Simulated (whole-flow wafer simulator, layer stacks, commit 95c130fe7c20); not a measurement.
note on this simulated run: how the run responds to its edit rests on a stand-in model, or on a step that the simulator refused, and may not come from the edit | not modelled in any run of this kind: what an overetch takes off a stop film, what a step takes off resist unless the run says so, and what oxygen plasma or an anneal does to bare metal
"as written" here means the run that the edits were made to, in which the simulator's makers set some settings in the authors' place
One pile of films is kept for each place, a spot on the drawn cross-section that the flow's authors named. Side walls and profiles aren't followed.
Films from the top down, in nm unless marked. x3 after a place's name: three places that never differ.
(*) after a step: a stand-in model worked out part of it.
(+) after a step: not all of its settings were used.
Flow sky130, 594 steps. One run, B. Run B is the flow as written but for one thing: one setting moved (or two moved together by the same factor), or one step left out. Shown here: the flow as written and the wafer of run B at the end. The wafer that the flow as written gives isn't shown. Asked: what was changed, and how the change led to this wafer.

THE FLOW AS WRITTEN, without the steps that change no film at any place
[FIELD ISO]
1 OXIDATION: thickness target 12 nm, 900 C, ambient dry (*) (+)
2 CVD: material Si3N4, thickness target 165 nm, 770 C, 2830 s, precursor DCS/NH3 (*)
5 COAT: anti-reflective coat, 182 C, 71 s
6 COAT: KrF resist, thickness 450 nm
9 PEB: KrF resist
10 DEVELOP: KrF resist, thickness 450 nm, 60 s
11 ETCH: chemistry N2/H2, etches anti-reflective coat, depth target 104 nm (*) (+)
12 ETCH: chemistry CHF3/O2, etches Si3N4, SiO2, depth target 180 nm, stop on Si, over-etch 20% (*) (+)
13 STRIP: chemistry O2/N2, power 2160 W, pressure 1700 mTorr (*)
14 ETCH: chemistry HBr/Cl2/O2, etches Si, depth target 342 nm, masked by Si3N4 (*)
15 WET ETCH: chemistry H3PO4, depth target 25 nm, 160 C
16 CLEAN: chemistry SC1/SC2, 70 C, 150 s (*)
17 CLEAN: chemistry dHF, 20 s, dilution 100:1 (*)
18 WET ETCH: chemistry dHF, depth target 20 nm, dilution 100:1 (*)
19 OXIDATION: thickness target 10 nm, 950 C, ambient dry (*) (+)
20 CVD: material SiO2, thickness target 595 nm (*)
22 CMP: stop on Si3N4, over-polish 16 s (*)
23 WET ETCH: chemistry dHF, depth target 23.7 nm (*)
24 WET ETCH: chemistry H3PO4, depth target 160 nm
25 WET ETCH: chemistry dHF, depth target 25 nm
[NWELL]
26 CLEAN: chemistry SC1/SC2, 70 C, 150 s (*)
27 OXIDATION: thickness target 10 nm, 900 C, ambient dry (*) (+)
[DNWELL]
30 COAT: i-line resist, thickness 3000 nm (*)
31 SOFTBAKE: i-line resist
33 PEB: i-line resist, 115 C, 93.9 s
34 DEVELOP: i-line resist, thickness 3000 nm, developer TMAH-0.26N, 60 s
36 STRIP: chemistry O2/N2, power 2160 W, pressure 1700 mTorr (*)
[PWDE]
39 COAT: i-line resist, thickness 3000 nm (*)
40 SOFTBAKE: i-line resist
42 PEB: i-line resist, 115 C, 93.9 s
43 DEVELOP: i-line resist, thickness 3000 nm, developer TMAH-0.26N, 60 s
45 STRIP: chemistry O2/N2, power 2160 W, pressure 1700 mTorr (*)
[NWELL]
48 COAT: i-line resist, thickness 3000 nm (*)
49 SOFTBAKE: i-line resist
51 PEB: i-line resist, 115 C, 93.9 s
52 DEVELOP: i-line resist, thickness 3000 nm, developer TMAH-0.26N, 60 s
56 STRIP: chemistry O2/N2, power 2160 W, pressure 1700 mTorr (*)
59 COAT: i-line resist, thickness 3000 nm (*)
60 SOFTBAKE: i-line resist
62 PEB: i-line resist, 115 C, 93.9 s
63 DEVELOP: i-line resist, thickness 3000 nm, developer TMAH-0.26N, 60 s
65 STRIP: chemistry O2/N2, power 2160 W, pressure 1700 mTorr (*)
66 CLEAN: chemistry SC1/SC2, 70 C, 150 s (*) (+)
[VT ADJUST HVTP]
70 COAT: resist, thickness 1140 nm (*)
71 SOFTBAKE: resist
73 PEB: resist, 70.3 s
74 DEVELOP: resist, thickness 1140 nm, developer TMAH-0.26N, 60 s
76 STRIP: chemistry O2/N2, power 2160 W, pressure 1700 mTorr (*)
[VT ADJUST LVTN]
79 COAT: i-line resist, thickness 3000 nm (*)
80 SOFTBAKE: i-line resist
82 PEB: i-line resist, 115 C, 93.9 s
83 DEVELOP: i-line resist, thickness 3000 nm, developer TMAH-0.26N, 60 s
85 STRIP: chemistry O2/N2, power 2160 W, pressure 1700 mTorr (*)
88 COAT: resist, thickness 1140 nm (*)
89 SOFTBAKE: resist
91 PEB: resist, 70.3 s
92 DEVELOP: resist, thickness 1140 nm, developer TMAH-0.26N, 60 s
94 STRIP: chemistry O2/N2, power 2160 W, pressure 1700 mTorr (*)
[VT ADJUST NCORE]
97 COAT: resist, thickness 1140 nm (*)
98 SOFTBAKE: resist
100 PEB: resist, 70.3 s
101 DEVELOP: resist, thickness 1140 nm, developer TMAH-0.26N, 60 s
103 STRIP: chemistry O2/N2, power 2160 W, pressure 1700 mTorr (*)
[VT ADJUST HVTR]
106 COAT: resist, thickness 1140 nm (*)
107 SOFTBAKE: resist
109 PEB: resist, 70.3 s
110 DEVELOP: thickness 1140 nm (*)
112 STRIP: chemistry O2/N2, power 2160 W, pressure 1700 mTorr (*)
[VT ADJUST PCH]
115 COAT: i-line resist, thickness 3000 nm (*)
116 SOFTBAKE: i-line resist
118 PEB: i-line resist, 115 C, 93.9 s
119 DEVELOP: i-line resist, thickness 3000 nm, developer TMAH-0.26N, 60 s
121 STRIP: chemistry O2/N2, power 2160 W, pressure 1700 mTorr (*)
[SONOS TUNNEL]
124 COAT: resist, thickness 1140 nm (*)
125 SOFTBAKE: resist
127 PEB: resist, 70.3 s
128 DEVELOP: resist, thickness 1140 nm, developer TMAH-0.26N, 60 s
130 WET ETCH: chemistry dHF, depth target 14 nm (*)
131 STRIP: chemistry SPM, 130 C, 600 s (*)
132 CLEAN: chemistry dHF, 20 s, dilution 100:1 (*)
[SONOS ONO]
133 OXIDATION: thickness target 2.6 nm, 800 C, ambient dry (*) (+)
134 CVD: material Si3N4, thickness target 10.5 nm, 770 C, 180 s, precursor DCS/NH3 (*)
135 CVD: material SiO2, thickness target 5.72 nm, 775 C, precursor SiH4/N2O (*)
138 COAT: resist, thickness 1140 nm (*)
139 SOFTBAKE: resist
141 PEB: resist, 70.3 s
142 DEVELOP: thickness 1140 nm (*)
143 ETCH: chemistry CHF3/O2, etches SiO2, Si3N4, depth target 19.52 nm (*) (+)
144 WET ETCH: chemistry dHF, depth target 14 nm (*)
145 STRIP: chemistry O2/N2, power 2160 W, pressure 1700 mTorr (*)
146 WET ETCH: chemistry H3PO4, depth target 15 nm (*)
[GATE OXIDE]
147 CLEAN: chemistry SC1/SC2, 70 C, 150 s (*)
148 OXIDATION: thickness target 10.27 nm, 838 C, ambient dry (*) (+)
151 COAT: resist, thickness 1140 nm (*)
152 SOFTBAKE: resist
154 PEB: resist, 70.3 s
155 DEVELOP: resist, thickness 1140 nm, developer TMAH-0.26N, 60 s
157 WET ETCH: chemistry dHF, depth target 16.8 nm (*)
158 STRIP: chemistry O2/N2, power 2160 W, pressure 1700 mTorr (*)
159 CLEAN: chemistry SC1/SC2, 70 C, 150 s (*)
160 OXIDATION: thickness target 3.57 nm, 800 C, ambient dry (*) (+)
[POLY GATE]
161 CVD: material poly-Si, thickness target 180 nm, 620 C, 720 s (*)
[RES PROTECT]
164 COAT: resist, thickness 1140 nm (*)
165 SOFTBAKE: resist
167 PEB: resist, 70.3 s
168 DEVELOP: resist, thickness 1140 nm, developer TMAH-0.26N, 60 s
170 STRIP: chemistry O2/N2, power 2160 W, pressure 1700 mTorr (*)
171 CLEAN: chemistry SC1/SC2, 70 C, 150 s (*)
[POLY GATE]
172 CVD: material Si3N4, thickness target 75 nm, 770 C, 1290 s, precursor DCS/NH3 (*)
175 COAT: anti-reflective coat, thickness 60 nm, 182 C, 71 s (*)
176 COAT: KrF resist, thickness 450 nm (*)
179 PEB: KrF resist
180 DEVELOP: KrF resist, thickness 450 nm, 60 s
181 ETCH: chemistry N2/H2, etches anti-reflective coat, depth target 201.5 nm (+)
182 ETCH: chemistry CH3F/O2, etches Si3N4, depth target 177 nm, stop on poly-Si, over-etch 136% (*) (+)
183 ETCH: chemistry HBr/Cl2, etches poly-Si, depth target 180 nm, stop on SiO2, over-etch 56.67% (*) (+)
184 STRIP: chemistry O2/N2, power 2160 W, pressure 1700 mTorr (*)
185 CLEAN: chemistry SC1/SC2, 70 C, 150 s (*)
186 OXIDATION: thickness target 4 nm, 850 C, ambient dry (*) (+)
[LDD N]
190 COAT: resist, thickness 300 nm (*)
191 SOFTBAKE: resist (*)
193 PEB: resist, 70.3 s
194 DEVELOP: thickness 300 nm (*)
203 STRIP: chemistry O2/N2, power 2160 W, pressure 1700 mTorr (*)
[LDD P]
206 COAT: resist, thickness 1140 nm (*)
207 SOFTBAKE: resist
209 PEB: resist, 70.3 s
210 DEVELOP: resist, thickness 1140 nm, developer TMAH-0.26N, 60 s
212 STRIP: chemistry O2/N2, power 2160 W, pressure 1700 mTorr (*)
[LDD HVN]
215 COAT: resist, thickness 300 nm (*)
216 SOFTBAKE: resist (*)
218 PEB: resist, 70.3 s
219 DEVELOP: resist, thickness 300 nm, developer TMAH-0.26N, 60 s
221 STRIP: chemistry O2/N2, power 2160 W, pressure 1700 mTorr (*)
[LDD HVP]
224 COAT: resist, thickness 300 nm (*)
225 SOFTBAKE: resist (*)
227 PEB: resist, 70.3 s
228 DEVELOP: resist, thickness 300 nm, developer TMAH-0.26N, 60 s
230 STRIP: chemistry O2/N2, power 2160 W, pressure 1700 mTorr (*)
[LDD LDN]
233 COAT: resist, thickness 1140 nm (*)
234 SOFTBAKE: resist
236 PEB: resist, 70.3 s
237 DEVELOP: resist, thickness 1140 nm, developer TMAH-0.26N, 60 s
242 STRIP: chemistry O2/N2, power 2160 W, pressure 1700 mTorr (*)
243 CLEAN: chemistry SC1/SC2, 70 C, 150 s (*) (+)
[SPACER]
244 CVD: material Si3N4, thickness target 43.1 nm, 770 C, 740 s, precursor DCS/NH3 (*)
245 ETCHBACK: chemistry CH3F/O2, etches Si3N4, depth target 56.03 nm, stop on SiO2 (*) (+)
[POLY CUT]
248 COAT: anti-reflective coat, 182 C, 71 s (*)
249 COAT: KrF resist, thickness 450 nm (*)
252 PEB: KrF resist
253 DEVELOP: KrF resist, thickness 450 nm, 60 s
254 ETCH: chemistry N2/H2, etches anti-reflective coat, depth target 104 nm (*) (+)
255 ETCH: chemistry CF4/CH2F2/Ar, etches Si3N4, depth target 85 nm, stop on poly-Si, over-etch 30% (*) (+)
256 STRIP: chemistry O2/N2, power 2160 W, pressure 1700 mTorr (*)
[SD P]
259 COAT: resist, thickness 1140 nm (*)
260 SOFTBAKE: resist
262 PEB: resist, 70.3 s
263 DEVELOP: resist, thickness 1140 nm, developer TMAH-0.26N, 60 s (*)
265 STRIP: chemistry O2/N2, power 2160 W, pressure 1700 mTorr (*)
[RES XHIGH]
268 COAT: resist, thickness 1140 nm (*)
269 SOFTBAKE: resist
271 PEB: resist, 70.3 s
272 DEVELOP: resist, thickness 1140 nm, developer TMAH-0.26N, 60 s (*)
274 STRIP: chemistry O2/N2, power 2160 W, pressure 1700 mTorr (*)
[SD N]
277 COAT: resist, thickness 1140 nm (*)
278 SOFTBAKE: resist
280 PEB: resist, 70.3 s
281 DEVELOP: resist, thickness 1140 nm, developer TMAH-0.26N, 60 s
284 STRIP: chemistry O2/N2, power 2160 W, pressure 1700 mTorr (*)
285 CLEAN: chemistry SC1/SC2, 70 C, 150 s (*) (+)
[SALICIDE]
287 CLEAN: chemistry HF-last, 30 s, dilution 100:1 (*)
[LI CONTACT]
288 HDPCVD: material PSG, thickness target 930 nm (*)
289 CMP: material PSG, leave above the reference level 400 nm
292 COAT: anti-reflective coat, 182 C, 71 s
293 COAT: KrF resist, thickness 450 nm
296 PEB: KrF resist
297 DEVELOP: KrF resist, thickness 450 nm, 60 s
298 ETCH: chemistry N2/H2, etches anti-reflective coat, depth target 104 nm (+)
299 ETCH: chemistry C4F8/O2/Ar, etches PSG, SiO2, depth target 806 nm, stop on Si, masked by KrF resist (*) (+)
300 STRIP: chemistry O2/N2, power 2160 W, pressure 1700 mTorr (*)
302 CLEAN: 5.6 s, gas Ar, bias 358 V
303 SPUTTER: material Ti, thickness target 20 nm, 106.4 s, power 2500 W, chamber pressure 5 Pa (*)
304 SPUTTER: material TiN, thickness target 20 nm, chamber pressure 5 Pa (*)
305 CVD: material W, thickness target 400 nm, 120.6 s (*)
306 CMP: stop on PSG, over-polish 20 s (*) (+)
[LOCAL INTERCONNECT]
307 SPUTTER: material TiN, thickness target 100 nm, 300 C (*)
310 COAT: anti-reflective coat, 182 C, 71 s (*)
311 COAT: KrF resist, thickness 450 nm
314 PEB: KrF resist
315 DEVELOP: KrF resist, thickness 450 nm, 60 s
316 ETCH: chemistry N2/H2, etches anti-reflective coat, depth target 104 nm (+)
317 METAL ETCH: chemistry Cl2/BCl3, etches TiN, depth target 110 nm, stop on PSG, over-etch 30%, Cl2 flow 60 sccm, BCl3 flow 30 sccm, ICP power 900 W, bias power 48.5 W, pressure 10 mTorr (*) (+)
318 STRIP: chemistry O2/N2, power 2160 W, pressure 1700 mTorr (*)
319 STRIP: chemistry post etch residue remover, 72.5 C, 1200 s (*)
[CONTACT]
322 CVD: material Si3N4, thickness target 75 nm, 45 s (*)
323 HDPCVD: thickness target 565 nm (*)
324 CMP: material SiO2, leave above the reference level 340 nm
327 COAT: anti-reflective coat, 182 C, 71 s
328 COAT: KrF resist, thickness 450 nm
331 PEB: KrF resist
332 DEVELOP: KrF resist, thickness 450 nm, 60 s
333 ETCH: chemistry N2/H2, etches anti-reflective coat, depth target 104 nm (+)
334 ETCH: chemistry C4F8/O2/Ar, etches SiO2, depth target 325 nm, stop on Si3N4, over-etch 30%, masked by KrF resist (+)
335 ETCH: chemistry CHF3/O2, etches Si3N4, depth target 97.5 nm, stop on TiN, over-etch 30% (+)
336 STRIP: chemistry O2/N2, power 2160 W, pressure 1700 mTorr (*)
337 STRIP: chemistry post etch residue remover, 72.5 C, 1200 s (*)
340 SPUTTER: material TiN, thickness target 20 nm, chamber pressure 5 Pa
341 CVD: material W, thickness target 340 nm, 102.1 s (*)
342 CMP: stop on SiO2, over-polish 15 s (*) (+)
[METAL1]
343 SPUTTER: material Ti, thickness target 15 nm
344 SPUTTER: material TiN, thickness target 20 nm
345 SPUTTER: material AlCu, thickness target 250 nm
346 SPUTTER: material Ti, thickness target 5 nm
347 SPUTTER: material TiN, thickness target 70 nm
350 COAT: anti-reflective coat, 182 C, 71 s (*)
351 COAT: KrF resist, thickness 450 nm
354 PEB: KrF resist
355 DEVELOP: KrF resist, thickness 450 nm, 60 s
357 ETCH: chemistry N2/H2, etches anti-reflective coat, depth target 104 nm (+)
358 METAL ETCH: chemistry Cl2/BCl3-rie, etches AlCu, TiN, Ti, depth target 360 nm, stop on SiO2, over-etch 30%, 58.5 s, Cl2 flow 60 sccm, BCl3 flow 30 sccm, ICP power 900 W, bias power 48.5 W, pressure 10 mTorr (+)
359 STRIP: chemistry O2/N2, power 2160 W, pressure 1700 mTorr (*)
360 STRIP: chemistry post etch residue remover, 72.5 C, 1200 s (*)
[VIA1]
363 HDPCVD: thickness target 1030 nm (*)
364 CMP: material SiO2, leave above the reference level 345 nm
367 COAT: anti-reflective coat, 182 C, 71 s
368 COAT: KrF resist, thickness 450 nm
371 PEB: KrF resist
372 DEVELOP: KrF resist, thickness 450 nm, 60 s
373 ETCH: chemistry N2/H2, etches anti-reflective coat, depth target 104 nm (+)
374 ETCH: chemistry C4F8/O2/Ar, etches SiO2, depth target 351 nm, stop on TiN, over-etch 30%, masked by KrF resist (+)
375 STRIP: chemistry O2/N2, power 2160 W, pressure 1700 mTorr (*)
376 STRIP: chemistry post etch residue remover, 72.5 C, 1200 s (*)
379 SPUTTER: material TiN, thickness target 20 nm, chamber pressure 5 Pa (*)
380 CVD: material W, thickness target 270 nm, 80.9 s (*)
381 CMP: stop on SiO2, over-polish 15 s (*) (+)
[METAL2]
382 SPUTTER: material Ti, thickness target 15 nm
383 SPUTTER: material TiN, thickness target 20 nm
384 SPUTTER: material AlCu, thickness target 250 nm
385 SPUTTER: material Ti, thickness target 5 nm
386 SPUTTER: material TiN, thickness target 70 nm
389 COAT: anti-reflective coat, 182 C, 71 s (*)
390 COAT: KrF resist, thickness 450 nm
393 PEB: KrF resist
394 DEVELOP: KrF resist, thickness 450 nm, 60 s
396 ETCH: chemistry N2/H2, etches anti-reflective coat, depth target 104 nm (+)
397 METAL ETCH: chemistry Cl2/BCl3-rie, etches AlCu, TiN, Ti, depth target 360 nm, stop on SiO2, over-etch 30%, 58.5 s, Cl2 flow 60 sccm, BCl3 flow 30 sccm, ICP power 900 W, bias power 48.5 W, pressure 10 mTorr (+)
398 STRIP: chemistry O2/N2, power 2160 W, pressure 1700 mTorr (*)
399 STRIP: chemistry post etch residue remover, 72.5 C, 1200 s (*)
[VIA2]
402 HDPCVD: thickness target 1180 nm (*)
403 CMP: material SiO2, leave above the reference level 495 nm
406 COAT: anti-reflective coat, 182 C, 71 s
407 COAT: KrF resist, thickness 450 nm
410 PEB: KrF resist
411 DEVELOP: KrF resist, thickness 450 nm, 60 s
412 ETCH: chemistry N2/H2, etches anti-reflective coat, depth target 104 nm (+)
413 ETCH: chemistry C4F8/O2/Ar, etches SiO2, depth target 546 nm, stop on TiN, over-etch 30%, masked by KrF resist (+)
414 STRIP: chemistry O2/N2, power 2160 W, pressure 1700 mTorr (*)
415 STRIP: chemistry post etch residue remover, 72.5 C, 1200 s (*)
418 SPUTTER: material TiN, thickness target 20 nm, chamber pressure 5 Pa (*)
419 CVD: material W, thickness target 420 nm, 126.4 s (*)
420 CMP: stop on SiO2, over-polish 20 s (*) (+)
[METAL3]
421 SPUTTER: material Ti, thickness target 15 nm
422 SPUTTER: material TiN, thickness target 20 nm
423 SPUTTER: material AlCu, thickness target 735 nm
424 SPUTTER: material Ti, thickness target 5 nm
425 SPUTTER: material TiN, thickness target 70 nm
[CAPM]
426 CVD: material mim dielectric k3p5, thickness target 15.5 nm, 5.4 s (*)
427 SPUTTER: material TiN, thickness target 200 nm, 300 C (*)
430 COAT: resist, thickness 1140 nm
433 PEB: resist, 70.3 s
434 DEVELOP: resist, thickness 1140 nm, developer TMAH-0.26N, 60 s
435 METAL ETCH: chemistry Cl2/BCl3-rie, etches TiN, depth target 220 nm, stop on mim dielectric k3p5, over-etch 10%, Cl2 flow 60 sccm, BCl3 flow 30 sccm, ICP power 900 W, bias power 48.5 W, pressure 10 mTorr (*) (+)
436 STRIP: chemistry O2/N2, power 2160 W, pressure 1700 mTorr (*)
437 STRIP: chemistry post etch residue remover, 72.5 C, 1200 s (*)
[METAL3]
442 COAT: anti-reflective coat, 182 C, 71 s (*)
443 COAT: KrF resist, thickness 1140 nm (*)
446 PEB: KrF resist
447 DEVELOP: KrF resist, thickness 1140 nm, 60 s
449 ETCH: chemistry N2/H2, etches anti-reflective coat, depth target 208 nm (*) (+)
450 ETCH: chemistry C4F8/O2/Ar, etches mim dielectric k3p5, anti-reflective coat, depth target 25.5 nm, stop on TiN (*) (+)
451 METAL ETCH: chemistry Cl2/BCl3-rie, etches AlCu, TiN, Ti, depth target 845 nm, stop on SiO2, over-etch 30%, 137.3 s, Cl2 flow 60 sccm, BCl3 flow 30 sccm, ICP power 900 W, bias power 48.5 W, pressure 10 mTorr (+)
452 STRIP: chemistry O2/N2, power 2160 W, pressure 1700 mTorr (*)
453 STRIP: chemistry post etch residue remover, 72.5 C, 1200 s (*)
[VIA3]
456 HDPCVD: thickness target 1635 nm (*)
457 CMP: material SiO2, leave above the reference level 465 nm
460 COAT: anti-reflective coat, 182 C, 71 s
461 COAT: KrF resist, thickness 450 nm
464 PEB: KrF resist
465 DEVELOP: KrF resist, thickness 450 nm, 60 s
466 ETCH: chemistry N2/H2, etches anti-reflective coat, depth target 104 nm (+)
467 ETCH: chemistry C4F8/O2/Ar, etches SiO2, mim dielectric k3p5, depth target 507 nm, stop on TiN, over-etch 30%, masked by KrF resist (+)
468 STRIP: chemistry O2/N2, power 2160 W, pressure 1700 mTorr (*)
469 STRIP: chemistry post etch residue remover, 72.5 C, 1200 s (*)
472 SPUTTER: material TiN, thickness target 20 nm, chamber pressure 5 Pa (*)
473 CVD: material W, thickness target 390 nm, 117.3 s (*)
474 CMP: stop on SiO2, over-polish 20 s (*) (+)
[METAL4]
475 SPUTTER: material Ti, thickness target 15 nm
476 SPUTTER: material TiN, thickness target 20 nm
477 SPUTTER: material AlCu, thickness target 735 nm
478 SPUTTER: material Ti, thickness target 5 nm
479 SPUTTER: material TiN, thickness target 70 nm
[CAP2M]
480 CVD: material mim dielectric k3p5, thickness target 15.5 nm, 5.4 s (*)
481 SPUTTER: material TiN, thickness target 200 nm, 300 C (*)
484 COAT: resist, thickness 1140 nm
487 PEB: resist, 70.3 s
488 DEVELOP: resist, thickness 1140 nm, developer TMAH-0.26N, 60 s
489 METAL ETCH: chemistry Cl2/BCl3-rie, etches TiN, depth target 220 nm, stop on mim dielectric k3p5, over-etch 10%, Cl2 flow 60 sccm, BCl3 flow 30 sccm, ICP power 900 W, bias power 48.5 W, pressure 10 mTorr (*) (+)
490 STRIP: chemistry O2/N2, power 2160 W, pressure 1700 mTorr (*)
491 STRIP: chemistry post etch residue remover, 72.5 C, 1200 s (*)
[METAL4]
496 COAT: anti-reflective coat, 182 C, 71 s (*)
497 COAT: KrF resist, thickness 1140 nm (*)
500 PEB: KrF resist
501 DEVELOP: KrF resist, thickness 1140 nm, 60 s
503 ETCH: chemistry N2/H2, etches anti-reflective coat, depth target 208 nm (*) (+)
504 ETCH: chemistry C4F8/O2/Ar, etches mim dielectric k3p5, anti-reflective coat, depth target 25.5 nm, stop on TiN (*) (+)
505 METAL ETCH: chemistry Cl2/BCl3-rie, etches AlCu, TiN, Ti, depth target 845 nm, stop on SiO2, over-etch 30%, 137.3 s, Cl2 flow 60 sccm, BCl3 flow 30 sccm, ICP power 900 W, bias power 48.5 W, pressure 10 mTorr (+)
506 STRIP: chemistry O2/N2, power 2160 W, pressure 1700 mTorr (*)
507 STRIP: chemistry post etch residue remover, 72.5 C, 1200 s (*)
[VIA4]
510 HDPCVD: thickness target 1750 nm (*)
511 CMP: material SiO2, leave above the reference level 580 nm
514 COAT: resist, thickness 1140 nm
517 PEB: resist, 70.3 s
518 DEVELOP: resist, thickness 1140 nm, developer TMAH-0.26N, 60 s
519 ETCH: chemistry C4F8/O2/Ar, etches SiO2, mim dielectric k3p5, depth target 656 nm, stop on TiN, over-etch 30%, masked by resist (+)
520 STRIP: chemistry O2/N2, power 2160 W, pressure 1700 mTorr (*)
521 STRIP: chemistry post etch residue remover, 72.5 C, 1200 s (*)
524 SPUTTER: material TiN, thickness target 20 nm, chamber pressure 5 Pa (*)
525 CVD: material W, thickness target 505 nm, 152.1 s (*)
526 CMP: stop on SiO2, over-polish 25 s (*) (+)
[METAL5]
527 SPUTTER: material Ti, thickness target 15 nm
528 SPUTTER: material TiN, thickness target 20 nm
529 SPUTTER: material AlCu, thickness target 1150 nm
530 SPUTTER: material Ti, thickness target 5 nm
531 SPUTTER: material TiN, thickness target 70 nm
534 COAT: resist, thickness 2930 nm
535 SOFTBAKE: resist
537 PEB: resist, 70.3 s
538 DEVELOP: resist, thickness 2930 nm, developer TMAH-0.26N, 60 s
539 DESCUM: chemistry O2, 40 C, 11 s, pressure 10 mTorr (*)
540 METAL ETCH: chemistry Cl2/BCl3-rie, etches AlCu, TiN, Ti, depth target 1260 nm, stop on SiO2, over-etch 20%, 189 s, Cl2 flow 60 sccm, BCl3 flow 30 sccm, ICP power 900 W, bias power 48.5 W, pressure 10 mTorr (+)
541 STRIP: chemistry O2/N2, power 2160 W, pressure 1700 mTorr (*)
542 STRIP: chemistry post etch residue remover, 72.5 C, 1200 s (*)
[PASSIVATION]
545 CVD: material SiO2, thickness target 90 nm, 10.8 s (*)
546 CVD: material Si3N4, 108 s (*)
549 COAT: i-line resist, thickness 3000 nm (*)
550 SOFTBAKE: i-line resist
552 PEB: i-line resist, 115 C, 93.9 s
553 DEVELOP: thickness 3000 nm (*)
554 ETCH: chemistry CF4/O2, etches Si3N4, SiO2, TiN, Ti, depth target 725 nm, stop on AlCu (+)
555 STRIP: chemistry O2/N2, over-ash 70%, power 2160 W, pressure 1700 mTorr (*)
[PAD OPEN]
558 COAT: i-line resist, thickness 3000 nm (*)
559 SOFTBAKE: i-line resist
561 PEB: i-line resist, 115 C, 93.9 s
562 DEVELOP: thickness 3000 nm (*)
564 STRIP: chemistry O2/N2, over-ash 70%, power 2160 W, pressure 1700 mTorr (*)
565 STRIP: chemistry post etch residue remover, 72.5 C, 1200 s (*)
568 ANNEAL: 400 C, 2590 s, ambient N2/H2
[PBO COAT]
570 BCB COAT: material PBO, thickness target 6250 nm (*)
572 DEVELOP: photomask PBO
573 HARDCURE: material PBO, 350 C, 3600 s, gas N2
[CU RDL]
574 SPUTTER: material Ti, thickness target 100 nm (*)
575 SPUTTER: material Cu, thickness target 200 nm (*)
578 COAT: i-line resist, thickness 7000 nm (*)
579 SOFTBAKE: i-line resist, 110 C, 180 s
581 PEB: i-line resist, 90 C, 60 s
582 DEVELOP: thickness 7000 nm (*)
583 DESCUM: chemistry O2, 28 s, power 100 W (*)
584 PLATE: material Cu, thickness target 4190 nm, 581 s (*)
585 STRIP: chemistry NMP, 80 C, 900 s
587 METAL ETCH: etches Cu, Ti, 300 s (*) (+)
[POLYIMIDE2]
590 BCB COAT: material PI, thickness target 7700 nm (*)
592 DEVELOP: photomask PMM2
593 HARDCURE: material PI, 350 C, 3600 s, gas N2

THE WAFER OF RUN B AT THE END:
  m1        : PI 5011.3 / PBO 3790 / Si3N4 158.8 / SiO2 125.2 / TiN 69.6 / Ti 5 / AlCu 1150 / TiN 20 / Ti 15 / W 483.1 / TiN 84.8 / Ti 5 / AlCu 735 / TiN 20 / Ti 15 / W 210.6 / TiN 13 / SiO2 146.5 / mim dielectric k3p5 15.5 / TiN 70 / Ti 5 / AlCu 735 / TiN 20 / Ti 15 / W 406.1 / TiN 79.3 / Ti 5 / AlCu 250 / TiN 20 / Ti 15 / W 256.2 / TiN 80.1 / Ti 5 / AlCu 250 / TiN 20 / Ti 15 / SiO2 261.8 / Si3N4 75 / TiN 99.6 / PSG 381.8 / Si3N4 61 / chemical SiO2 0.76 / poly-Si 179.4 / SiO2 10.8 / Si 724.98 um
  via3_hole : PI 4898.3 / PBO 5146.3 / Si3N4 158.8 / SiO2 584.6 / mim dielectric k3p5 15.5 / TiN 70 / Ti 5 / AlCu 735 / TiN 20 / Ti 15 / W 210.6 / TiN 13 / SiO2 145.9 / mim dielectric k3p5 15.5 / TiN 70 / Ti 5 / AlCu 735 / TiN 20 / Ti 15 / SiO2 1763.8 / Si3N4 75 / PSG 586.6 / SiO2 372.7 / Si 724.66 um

The cause: step 467, ETCH: depth target 228 nm was run, where the flow has depth target 507 nm.

How the change led to this, step by step:
  467 ETCH: chemistry C4F8/O2/Ar, etches SiO2, mim dielectric k3p5, depth target 507 nm, stop on TiN, over-etch 30%, masked by KrF resist (+)
      m1: SiO2 -228 (as written it would be: SiO2 -374.5 (all of it), mim dielectric k3p5 -15.5 (all of it))
      via3_hole: SiO2 -228 (as written it would be: SiO2 -373.9 (all of it), mim dielectric k3p5 -15.5 (all of it))
      (and at 190 more places)
  468 STRIP: chemistry O2/N2, power 2160 W, pressure 1700 mTorr (*)
      field, active, n_well and 187 more: KrF resist -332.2 (all of it), anti-reflective coat -80 (all of it) (as written it would be: KrF resist -276.4 (all of it), anti-reflective coat -80 (all of it))
  472 SPUTTER: material TiN, thickness target 20 nm, chamber pressure 5 Pa (*)
      m1, via3_hole: TiN +13 (new film) (as written it would be: TiN +10.6)
  473 CVD: material W, thickness target 390 nm, 117.3 s (*)
      m1: W +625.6 (new film) (as written it would be: W +790.5 (new film))
      via3_hole: W +625.6 (new film) (as written it would be: W +789.9 (new film))
Counting metal films that touch as one body, m1 has 3 bodies (between them, from the top down: SiO2 146.5 / mim dielectric k3p5 15.5; SiO2 261.8 / Si3N4 75); the flow as written gives 2 bodies (between them, from the top down: SiO2 261.8 / Si3N4 75).
Counting metal films that touch as one body, via3_hole has 2 bodies (between them, from the top down: SiO2 145.9 / mim dielectric k3p5 15.5); the flow as written gives 1 body.
